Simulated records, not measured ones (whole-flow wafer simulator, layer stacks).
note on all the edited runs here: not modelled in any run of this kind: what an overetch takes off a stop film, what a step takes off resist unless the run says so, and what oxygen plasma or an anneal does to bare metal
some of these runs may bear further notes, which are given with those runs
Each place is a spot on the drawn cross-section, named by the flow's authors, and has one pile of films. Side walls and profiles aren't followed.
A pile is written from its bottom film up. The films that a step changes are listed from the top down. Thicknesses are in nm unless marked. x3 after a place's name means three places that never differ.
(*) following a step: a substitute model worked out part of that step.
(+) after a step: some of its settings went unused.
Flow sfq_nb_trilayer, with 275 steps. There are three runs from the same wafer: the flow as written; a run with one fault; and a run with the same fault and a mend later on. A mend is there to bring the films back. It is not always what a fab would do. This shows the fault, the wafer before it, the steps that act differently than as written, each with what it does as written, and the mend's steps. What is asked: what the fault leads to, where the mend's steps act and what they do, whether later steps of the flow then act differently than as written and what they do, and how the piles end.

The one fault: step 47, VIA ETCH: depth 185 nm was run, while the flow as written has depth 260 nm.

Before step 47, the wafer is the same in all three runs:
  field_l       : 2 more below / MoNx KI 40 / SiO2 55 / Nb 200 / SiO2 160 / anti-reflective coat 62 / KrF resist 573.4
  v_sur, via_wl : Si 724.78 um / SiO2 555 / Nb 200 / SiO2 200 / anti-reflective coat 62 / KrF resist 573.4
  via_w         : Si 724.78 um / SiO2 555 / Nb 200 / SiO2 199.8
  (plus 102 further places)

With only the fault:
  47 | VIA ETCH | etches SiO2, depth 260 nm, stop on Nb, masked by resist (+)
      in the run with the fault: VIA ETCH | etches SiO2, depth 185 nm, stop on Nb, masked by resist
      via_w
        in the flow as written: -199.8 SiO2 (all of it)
        in the run with the fault: -185 SiO2
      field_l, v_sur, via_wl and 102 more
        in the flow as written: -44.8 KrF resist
        in the run with the fault: -31.9 KrF resist
  Steps later in the flow that act otherwise than as written (not shown: 4 more steps that differ only slightly, by at most 2% or 0.5 nm, whichever is larger):
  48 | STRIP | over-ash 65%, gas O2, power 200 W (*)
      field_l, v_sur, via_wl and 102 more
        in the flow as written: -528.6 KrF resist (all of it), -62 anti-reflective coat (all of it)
        in the run with the fault: -541.5 KrF resist (all of it), -62 anti-reflective coat (all of it)
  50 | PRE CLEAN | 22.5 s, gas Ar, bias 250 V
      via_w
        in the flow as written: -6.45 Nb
        in the run with the fault: -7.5 SiO2
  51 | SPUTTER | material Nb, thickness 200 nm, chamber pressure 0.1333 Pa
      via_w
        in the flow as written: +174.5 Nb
        in the run with the fault: +177.4 Nb (new film)
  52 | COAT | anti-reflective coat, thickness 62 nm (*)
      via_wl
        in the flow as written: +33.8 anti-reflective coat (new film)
        in the run with the fault: +35.3 anti-reflective coat (new film)
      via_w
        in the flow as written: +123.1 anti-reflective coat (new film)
        in the run with the fault: +120 anti-reflective coat (new film)
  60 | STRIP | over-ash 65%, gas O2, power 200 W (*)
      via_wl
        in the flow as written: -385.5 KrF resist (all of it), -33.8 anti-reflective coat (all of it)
        in the run with the fault: -385.9 KrF resist (all of it), -35.3 anti-reflective coat (all of it)
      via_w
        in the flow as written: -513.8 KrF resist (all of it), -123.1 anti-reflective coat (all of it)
        in the run with the fault: -502.7 KrF resist (all of it), -120 anti-reflective coat (all of it)
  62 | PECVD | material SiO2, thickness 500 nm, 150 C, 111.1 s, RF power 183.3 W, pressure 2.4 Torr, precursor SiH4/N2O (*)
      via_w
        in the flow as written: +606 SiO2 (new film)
        in the run with the fault: +589.4 SiO2 (new film)
  The piles end different from the flow's at via_w by more than 2% or 0.5 nm, whichever is larger.
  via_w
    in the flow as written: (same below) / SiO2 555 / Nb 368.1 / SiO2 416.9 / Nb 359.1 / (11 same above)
    in the run with the fault: (same below) / SiO2 555 / Nb 200 / SiO2 7.34 / Nb 177.4 / SiO2 400.3 / Nb 359.1 / (11 same above)

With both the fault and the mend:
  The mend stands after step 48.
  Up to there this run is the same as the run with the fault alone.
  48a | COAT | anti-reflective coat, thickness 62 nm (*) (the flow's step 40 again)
      p4_fl x3, p4_w1 x9, p4_g1 x2 and 63 more
        +62 anti-reflective coat (new film)
      be_r, r_sur, res and 10 more
        +61.8 anti-reflective coat (new film)
      gap, jj_sur, ce_l, c5j, ce_r, sp_r
        +61.7 anti-reflective coat (new film)
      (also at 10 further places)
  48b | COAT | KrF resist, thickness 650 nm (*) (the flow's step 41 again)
      p4_fl x3, p4_w1 x9, p4_g1 x2 and 63 more
        +650 KrF resist (new film)
      r_end, moat, field_r and 6 more
        +649.5 KrF resist (new film)
      be_r, r_sur, res, l0v
        +649.4 KrF resist (new film)
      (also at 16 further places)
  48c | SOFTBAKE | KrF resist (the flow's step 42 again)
      alters no film at any place that is followed
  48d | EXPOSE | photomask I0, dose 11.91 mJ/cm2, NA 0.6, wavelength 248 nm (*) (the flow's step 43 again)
      alters no film at any place that is followed
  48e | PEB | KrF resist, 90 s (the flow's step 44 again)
      jj_sur, ce_l, c5j and 92 more
        -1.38 KrF resist
      via_v, wire, be, be_sur, gap
        -1.37 KrF resist
      v_sur, via_sp
        -1.35 KrF resist
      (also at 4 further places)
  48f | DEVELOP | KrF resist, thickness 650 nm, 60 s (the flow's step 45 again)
      field_l, v_sur, via_wl and 102 more
        -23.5 KrF resist
      via_w
        -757 KrF resist (all of it)
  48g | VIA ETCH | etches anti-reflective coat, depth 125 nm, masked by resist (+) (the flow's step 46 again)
      field_l, v_sur, via_wl and 102 more
        -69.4 KrF resist
      via_w
        -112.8 anti-reflective coat (all of it)
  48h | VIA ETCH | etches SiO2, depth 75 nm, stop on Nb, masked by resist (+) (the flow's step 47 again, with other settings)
      field_l, v_sur, via_wl and 102 more
        -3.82 KrF resist
      via_w
        -14.8 SiO2 (all of it)
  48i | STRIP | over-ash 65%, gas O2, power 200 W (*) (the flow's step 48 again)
      p4_fl x3, p4_w1 x9, p4_g1 x2 and 63 more
        -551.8 KrF resist (all of it), -62 anti-reflective coat (all of it)
      res, r_end, moat, field_r, l0_sur, l0v
        -551.3 KrF resist (all of it), -61.8 anti-reflective coat (all of it)
      lsp_l, ln_m5, lsp_m, ln_m6, lsp_r
        -551.4 KrF resist (all of it), -61.8 anti-reflective coat (all of it)
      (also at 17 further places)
  Every later step of the flow that is run acts as written, at every place that is followed, to within 2% or 0.5 nm, whichever is larger.
  At the end the piles are close to the flow's at the places that both follow, differing by at most 2% or 0.5 nm, whichever is larger.
